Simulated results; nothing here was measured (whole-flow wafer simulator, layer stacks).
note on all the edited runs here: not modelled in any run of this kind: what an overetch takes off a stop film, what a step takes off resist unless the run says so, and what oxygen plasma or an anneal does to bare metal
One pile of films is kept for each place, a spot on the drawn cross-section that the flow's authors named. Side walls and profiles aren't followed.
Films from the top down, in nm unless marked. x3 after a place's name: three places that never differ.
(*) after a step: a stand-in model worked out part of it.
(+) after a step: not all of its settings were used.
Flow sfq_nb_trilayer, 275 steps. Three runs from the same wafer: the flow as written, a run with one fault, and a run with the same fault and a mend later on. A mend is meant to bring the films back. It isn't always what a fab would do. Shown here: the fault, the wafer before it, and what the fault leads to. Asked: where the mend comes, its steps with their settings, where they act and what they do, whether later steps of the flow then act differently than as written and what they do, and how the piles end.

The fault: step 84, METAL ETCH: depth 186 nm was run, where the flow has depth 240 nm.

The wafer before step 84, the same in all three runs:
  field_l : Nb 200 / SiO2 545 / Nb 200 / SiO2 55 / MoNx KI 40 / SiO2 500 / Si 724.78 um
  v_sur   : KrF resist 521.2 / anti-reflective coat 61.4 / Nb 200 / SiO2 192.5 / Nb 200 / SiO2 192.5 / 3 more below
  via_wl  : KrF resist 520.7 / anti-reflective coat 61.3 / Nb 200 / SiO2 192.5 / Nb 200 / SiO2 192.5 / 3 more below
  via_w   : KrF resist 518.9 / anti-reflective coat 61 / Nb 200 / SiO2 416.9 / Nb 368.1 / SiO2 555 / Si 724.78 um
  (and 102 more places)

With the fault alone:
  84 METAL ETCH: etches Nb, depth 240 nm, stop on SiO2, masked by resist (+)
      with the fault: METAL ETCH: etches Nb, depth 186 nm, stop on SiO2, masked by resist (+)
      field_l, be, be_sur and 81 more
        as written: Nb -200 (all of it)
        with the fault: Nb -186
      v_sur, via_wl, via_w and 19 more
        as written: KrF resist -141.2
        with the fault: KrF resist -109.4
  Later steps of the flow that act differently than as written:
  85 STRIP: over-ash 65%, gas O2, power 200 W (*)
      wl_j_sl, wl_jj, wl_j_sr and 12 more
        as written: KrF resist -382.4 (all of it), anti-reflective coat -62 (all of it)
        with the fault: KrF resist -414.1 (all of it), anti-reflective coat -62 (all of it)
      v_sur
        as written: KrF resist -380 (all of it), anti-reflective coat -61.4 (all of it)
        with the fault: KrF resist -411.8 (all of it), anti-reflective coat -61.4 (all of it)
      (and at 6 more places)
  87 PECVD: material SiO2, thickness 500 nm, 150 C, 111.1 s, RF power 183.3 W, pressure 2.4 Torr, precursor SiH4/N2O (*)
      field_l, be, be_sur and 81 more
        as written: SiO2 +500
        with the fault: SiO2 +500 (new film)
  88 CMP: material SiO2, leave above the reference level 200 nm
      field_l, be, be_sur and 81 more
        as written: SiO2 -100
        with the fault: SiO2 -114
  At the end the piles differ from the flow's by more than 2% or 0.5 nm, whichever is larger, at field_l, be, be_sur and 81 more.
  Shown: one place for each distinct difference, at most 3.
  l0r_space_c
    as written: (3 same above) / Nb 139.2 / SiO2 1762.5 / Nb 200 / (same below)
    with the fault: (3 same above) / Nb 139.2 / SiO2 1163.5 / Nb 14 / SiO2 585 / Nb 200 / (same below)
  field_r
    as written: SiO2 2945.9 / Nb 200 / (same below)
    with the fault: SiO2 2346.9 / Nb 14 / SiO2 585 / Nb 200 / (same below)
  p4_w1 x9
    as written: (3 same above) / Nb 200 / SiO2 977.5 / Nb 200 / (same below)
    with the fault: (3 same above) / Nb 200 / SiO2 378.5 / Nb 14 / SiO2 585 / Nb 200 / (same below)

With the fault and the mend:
  The mend comes after step 84.
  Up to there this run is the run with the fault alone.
  84a METAL ETCH: etches Nb, depth 54 nm, stop on SiO2, masked by resist (+) (the flow's step 84 once more, with other settings)
      field_l, be, be_sur and 81 more
        Nb -14 (all of it)
      v_sur, via_wl, via_w and 19 more
        KrF resist -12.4
  Later steps of the flow that act differently than as written:
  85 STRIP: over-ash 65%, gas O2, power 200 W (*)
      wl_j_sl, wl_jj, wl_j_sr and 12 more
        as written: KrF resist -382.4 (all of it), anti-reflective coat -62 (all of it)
        with the mend: KrF resist -401.8 (all of it), anti-reflective coat -62 (all of it)
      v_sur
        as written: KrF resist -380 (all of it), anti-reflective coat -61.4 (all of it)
        with the mend: KrF resist -399.5 (all of it), anti-reflective coat -61.4 (all of it)
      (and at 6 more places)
  At the end the piles are the same as the flow's at every place that both follow.
